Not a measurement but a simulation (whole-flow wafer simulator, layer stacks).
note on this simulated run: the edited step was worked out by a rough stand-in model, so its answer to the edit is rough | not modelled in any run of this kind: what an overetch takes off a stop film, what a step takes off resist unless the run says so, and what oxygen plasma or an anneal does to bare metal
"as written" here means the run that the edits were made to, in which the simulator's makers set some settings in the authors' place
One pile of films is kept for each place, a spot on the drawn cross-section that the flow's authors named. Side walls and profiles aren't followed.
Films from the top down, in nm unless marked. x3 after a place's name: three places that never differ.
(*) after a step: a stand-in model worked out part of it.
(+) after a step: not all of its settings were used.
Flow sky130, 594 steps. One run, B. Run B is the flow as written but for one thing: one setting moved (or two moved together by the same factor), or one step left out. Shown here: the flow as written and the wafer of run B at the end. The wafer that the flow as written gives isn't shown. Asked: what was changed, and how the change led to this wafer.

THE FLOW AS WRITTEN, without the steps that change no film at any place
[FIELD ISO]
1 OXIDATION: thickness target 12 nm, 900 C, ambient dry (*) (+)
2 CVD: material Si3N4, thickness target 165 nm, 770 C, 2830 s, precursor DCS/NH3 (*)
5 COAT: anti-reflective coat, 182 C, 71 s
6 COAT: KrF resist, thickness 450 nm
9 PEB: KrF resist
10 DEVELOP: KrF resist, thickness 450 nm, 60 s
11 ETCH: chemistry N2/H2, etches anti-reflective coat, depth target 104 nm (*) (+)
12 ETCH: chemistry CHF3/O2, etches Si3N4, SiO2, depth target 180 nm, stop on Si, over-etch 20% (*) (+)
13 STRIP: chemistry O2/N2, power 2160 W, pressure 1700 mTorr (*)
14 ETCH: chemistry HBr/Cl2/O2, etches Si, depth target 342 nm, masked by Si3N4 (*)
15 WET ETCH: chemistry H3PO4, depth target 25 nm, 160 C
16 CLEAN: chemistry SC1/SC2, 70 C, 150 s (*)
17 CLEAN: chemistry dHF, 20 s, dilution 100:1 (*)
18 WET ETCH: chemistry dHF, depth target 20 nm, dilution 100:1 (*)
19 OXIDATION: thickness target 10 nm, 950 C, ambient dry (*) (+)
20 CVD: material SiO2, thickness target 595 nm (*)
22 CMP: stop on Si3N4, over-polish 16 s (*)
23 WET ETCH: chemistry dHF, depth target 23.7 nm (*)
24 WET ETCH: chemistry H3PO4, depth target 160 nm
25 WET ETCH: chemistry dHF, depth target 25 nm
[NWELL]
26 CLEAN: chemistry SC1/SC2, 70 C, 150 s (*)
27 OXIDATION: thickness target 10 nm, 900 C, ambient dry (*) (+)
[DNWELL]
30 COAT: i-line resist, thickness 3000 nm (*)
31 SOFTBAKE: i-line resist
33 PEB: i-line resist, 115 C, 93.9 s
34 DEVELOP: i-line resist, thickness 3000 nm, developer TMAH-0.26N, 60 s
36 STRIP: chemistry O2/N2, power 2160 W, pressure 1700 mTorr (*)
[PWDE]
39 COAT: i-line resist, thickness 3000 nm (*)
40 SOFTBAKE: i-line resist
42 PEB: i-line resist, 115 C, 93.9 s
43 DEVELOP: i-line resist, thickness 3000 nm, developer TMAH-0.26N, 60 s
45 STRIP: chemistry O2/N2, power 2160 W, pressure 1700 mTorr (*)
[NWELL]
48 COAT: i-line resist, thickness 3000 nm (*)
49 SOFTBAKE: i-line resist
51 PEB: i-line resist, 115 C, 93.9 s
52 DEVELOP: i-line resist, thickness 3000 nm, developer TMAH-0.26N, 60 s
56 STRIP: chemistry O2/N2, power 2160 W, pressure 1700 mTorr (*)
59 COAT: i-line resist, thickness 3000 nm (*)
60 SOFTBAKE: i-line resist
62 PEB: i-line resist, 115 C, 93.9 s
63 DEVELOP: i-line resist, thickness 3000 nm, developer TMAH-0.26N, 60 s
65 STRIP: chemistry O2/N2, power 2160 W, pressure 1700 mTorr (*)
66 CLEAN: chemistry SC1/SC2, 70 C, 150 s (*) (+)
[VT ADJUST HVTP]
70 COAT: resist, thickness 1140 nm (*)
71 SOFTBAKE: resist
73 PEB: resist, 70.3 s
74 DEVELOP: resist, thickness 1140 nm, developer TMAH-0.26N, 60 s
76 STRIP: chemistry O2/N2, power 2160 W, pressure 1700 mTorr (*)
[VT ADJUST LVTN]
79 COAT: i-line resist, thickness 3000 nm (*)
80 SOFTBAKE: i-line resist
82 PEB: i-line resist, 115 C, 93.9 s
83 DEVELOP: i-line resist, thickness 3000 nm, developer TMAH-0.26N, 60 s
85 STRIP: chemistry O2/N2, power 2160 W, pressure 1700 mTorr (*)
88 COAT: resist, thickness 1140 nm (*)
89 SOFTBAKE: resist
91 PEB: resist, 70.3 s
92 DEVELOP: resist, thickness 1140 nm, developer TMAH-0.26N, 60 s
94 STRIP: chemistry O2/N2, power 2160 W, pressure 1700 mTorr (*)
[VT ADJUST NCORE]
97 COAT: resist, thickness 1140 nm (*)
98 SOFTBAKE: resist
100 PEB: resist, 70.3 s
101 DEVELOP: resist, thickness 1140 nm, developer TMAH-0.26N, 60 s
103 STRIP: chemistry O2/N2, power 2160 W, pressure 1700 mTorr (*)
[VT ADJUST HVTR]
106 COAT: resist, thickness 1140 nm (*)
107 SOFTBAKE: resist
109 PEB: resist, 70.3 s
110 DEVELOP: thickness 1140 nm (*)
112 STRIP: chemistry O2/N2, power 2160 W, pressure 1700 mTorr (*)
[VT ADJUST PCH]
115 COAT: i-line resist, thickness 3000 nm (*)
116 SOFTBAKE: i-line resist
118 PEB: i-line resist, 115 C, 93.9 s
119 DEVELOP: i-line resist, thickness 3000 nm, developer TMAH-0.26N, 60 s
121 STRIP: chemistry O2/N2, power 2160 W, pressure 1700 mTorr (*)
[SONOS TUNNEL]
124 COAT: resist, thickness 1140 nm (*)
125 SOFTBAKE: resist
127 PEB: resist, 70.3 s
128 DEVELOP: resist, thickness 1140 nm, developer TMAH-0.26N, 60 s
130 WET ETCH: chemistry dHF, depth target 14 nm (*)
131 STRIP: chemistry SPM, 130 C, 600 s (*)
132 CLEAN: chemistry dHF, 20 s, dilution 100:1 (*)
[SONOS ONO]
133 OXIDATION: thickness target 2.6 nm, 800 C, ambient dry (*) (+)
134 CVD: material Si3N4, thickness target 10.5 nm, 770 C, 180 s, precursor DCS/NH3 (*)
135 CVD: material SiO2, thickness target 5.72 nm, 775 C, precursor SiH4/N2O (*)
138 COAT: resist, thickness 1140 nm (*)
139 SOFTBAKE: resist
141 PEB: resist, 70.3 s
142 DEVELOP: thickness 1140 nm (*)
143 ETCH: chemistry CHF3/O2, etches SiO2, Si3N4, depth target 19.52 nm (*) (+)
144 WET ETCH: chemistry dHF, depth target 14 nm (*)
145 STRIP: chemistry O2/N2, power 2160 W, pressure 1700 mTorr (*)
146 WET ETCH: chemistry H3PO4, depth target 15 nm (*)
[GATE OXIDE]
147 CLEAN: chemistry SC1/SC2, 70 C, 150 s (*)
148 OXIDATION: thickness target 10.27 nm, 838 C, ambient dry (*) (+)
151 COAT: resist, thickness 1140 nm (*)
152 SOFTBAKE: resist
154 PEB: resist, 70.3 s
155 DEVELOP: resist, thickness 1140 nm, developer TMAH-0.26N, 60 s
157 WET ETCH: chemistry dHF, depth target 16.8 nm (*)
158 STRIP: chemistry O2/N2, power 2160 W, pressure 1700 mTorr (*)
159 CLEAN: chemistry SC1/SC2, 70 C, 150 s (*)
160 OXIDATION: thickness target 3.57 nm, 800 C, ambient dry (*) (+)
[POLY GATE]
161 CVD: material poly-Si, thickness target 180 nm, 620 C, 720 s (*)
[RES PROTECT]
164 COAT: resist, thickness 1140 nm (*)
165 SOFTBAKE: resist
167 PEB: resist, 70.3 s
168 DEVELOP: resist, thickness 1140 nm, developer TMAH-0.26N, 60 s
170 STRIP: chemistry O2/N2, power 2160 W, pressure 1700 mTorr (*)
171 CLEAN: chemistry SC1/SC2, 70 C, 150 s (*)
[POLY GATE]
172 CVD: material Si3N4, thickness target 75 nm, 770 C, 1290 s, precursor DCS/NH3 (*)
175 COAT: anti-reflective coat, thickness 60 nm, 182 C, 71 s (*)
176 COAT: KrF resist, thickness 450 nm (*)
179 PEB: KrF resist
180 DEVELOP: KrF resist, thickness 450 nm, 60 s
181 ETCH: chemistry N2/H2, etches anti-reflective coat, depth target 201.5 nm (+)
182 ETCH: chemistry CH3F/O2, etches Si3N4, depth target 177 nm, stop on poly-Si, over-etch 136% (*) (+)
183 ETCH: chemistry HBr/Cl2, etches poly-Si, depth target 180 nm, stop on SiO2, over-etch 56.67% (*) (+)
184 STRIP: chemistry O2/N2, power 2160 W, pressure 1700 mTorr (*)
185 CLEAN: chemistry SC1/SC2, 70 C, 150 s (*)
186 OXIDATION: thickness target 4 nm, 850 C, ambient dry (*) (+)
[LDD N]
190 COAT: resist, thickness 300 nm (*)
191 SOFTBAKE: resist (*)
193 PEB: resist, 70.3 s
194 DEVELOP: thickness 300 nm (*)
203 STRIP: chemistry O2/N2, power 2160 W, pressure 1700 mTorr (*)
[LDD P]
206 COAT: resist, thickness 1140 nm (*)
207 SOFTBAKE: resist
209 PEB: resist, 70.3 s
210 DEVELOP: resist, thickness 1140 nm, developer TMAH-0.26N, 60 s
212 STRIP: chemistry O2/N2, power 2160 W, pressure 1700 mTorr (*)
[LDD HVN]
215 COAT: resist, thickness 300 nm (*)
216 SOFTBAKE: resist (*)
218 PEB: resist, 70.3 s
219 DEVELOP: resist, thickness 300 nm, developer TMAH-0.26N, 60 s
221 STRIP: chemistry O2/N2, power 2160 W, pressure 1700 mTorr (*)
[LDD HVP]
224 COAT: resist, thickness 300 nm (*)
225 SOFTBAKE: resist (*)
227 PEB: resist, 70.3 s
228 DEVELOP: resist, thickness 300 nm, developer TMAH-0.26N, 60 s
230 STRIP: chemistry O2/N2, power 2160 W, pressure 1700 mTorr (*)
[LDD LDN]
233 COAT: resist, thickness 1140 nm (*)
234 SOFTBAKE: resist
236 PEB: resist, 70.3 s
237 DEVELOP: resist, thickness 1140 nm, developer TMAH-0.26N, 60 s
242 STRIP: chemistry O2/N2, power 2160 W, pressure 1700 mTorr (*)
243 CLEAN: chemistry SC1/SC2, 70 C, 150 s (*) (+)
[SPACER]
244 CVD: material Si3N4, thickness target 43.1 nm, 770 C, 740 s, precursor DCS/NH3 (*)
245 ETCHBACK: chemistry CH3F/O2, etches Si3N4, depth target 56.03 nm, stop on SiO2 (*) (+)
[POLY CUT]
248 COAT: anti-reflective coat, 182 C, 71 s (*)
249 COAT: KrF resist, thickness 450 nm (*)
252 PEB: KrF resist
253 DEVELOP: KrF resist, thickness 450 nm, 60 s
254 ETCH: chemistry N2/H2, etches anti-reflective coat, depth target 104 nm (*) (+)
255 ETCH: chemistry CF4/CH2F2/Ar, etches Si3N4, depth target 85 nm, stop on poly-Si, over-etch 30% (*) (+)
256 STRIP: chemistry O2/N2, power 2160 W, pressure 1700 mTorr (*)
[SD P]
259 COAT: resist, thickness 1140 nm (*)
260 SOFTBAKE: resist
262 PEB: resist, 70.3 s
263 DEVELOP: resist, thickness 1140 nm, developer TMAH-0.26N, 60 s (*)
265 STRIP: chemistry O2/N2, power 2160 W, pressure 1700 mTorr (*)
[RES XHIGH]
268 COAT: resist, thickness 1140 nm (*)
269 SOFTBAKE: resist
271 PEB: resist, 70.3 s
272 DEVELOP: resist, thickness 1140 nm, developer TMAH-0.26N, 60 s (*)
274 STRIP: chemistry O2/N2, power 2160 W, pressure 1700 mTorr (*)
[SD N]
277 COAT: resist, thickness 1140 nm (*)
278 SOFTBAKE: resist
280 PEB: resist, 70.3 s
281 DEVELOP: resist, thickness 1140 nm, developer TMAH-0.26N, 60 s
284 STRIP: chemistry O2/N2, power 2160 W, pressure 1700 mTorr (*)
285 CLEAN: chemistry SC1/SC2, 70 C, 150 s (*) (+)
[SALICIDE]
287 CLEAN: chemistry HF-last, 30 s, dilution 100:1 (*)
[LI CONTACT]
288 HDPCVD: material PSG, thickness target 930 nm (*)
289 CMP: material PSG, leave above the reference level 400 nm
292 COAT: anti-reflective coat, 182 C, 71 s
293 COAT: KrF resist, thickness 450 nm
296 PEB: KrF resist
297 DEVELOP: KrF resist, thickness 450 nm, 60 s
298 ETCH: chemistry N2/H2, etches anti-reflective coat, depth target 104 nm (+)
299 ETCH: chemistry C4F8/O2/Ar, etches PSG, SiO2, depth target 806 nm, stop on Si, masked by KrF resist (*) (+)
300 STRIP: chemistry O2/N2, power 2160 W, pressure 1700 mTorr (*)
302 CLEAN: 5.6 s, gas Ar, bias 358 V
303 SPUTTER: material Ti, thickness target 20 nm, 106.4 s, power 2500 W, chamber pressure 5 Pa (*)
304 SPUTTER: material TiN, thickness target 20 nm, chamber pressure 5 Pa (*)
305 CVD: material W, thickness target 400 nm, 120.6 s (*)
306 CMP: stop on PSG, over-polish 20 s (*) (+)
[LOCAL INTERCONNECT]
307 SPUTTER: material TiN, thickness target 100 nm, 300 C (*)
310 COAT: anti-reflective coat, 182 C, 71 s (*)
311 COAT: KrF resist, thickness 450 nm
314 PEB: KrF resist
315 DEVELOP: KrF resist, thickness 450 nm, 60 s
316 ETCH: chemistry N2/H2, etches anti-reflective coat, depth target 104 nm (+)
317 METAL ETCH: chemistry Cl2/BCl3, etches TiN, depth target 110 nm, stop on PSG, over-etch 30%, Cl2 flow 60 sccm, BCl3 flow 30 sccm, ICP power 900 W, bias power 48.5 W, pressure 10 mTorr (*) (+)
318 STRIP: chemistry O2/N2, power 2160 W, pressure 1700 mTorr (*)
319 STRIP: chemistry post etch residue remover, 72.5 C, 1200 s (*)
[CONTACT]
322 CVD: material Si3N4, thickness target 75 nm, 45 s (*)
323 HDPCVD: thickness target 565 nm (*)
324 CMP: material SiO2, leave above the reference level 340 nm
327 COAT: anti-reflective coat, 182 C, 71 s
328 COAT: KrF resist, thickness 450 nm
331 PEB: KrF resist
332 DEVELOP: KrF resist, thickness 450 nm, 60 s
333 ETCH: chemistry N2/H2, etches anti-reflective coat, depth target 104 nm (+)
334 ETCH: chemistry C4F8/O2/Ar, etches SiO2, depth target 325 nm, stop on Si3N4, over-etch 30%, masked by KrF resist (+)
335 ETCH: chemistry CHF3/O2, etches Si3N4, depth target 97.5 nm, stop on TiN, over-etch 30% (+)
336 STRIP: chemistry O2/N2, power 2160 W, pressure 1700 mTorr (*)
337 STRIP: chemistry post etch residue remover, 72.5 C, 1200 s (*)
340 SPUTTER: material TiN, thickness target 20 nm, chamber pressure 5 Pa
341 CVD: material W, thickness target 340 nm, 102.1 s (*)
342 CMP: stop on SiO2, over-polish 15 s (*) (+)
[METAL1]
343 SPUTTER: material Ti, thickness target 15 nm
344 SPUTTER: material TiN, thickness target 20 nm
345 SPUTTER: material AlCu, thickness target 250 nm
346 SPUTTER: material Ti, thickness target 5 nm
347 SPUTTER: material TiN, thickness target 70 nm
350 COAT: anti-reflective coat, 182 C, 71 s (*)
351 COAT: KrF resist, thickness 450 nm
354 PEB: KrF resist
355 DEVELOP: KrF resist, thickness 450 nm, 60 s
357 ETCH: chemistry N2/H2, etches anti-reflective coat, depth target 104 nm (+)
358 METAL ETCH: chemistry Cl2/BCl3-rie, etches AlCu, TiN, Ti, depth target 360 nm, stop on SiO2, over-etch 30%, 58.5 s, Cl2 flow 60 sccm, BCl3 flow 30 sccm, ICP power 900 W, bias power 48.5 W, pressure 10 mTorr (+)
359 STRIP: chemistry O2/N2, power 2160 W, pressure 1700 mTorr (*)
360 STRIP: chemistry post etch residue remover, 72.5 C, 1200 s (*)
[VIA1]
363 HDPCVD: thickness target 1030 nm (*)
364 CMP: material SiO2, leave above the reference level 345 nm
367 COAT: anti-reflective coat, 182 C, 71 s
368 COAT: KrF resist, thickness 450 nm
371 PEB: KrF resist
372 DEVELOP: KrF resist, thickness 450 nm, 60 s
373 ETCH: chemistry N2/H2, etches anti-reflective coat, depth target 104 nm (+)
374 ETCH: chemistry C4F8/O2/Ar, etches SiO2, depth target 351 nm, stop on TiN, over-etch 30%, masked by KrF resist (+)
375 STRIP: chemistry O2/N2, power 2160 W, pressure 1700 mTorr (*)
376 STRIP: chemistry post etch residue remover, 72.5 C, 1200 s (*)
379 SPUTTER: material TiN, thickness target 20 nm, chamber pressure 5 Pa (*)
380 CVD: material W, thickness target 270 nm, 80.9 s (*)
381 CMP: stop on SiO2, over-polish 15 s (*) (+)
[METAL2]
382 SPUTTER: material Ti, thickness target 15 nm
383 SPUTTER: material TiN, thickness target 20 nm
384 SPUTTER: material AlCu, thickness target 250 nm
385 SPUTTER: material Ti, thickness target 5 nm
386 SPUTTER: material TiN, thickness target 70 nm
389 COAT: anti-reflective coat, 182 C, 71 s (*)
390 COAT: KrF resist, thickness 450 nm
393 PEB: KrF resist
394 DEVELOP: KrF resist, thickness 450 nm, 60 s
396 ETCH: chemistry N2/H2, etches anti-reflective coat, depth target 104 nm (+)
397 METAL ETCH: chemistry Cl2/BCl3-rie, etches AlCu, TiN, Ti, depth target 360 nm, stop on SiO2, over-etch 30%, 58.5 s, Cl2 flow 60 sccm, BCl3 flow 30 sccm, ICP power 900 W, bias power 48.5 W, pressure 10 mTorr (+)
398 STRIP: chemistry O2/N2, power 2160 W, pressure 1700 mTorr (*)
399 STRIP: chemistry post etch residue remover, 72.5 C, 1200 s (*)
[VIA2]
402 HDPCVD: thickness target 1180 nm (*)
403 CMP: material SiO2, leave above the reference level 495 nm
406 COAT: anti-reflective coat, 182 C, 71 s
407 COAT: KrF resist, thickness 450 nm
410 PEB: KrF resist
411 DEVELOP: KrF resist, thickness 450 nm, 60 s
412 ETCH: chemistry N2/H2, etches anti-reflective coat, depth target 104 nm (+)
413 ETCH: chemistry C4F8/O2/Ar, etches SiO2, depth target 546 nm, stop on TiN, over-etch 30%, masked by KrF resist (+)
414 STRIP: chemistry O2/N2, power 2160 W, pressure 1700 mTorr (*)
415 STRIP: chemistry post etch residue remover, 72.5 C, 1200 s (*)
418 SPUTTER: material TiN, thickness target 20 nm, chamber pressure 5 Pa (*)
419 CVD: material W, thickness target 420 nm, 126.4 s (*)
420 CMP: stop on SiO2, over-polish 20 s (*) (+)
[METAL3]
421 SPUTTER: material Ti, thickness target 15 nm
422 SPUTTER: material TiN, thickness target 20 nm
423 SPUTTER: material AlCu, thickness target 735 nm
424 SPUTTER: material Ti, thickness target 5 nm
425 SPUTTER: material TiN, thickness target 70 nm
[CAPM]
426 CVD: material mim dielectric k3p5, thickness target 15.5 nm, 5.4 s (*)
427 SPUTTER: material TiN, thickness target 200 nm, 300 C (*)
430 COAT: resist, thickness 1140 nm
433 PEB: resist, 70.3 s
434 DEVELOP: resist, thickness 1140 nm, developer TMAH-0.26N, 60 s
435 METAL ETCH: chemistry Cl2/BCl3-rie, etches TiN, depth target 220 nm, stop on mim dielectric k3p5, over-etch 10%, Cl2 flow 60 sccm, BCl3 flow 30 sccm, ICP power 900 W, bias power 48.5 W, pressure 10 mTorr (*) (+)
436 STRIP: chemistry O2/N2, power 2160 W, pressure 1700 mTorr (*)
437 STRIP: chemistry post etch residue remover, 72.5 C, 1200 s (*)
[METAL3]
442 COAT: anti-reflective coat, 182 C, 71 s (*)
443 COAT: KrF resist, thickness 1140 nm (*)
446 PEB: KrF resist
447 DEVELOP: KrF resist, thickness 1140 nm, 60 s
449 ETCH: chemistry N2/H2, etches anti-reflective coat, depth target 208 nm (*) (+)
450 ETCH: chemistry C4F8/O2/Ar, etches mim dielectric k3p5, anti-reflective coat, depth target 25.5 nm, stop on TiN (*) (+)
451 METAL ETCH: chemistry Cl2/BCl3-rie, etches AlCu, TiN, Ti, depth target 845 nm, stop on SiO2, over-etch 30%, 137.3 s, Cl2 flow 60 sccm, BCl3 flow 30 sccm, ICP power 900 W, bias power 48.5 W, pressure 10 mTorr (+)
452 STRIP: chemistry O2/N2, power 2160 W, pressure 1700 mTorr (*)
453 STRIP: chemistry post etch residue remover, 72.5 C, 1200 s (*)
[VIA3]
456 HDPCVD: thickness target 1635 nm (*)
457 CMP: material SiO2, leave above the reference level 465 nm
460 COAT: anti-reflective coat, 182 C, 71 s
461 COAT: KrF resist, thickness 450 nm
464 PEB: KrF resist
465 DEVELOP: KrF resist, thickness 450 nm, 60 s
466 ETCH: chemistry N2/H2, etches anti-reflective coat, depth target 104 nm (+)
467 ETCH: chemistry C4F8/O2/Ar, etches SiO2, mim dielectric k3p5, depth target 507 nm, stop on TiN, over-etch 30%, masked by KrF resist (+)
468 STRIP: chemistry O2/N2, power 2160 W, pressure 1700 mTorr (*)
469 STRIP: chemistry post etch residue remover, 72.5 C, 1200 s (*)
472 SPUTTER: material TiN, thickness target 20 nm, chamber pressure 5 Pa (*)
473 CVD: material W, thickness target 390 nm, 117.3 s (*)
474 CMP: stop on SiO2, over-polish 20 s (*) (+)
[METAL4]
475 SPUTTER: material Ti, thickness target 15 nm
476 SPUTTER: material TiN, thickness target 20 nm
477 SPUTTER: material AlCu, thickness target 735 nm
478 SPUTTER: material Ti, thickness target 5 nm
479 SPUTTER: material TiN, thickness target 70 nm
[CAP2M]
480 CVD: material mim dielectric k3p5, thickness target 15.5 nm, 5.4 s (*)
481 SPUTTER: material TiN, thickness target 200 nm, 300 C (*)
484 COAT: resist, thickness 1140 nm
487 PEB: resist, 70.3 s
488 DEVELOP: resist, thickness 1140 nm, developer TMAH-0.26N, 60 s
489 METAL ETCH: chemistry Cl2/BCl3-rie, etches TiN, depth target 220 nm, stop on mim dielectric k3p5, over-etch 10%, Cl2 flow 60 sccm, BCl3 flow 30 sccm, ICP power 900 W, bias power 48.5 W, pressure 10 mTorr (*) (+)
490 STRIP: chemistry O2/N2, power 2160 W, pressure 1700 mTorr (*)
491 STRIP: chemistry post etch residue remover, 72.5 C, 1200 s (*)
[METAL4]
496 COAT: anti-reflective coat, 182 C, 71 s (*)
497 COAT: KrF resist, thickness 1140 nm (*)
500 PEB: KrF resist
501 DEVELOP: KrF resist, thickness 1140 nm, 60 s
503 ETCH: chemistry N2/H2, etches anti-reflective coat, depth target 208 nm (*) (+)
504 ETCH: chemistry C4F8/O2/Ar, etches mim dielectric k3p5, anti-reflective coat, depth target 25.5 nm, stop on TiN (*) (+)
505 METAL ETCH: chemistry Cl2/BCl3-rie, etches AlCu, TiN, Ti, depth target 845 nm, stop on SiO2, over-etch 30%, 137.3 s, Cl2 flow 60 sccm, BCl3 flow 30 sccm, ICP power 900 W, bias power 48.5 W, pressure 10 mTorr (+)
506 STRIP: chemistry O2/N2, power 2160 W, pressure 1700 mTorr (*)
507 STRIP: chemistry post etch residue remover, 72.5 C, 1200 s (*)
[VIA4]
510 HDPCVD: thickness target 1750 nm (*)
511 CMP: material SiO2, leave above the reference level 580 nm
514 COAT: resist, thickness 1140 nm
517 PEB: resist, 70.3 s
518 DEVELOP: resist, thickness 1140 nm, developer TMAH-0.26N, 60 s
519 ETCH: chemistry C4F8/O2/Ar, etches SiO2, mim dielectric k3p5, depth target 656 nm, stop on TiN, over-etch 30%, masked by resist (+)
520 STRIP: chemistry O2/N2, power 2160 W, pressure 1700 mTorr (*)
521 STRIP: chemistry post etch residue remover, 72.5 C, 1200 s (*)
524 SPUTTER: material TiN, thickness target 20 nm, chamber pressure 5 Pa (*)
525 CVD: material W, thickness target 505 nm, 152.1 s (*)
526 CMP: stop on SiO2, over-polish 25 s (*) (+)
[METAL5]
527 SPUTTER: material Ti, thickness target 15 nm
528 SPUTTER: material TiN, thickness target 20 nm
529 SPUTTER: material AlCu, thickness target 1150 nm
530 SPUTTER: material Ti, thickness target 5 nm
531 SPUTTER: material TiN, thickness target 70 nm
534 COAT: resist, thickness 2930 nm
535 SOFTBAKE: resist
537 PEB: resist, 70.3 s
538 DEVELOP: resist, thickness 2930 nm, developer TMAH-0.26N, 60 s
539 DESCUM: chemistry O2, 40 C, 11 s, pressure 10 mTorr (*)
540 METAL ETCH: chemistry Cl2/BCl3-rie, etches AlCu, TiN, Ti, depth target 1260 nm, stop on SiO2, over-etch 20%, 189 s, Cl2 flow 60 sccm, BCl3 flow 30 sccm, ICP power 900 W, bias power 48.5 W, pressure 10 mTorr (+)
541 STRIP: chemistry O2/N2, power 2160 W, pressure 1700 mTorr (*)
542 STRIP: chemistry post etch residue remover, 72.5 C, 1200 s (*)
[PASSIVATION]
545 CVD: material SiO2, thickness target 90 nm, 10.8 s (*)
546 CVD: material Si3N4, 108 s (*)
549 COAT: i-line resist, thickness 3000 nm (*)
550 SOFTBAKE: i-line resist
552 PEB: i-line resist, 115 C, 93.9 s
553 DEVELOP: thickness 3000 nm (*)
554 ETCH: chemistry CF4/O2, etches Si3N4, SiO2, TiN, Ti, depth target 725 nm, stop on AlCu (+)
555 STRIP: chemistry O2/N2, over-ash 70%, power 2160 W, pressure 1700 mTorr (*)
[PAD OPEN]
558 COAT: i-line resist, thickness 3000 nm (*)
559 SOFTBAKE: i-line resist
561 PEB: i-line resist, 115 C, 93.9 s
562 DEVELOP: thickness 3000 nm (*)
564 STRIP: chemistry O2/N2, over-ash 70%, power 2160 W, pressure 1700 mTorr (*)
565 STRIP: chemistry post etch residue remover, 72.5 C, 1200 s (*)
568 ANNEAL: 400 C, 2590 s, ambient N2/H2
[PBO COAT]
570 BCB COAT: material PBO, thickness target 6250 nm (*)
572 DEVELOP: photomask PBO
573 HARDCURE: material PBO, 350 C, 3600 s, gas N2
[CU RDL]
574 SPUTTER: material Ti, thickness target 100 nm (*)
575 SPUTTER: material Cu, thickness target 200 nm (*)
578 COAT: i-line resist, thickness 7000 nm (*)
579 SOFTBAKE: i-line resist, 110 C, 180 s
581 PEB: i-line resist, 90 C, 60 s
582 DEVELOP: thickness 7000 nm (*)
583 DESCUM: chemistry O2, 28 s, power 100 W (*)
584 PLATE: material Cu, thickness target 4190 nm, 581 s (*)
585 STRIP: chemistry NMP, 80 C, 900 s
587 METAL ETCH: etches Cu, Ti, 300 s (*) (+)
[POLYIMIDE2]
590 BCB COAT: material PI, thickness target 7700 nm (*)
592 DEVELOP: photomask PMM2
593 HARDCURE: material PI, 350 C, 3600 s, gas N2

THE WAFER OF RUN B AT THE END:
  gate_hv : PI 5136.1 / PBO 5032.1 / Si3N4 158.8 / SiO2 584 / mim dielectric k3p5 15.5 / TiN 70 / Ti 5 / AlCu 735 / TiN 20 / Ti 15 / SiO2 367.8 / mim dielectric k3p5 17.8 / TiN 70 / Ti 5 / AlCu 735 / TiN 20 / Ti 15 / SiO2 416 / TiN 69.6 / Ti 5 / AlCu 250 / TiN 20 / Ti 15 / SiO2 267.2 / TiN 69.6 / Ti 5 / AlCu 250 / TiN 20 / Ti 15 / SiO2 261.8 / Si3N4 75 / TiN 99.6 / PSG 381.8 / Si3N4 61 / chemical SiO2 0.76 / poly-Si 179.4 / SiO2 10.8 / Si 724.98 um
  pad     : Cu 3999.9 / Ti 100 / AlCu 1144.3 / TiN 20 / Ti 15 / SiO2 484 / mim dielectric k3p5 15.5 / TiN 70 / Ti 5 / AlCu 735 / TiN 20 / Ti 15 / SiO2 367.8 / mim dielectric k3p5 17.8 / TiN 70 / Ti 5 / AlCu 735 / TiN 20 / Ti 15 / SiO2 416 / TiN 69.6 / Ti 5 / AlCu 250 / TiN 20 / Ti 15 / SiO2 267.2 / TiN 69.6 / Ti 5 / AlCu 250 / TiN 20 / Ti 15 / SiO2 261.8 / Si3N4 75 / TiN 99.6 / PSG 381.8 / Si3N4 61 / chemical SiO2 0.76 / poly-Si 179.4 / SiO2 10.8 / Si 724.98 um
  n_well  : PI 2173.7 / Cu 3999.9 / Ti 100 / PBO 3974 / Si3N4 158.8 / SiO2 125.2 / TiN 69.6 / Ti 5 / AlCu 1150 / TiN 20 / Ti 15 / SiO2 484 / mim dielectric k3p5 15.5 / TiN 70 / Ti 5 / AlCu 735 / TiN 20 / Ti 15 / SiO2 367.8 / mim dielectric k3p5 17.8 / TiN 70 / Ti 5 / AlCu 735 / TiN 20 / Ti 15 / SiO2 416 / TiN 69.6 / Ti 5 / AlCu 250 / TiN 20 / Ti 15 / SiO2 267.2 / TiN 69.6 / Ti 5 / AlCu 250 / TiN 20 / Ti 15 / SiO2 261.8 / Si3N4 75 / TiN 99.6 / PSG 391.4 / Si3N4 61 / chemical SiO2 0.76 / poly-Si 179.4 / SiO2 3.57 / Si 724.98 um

The cause: step 426, CVD: thickness target 17.8 nm was run, where the flow has thickness target 15.5 nm; step 426, CVD: 6.21 s was run, where the flow has 5.4 s.
It can be read off the wafer: gate_hv has mim dielectric k3p5 17.8, and step 426 as written asks for 15.5 nm.

How the change led to this, step by step:
  426 CVD: material mim dielectric k3p5, thickness target 15.5 nm, 5.4 s (*)
      field, active, n_well and 188 more: mim dielectric k3p5 +17.8 (new film) (as written it would be: mim dielectric k3p5 +15.5 (new film))
  450 ETCH: chemistry C4F8/O2/Ar, etches mim dielectric k3p5, anti-reflective coat, depth target 25.5 nm, stop on TiN (*) (+)
      n_well, p_well, gate_hv and 104 more: KrF resist -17 (as written it would be: KrF resist -15.5)
      field, active, gate and 82 more: mim dielectric k3p5 -17.8 (all of it) (as written it would be: mim dielectric k3p5 -15.5 (all of it))
  467 ETCH: chemistry C4F8/O2/Ar, etches SiO2, mim dielectric k3p5, depth target 507 nm, stop on TiN, over-etch 30%, masked by KrF resist (+)
      m1: SiO2 -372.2 (all of it), mim dielectric k3p5 -17.8 (all of it) (as written it would be: SiO2 -374.5 (all of it), mim dielectric k3p5 -15.5 (all of it))
      via3_hole: SiO2 -371.6 (all of it), mim dielectric k3p5 -17.8 (all of it) (as written it would be: SiO2 -373.9 (all of it), mim dielectric k3p5 -15.5 (all of it))
